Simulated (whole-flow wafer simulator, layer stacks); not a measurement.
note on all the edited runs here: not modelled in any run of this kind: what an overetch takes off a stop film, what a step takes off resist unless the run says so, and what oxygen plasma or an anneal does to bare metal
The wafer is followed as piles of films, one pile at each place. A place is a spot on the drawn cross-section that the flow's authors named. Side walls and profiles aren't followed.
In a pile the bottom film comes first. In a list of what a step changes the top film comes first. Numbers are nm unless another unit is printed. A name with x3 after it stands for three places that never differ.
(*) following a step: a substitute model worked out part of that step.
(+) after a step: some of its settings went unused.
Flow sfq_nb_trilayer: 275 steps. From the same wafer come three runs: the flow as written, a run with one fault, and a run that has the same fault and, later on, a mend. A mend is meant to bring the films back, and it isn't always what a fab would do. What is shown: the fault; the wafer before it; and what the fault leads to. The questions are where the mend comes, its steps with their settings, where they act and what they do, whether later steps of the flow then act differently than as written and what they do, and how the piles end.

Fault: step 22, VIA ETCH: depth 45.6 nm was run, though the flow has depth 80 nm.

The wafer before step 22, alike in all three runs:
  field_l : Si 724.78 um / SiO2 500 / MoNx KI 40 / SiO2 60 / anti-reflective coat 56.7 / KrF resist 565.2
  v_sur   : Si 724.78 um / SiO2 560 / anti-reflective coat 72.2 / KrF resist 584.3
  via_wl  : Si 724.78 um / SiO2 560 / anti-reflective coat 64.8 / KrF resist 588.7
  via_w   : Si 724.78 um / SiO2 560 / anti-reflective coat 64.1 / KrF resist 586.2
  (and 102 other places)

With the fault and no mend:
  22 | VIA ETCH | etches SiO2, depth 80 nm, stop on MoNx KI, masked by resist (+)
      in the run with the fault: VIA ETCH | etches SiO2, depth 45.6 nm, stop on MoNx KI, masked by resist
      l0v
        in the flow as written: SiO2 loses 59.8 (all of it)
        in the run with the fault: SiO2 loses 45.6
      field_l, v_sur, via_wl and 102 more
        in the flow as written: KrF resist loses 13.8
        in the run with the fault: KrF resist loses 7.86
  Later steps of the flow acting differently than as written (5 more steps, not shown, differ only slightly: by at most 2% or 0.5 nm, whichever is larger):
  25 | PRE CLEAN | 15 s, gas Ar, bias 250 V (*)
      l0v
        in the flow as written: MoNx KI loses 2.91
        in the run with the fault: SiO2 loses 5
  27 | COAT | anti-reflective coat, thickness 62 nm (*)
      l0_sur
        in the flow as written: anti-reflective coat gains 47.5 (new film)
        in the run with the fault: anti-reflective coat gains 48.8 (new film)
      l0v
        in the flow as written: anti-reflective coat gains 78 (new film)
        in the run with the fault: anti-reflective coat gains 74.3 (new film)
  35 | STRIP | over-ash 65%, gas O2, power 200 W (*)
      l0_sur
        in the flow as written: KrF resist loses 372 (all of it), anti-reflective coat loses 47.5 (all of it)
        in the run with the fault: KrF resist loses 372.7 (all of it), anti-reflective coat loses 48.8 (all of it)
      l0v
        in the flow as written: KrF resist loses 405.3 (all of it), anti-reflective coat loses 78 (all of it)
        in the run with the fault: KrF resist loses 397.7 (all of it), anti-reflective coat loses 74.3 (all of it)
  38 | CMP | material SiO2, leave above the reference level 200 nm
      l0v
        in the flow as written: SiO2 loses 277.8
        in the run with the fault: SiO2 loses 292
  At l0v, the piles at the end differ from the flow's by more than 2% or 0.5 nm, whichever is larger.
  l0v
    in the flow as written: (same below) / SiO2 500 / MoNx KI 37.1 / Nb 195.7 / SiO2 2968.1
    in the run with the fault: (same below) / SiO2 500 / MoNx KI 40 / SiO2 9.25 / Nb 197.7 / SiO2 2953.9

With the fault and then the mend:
  After step 22 comes the mend.
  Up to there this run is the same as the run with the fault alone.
  22a | VIA ETCH | etches SiO2, depth 34.4 nm, stop on MoNx KI, masked by resist (+) (the flow's step 22 again, with other settings)
      v_sur, via_wl, wire and 76 more
        KrF resist loses 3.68
      field_l, via_w, via_wr and 23 more
        KrF resist loses 3.69
      l0v
        SiO2 loses 14.2 (all of it)
  Later steps of the flow that are run all act as written at every place that is followed, up to a difference of at most 2% or 0.5 nm, whichever is larger.
  At every place that both follow, the piles at the end match the flow's.
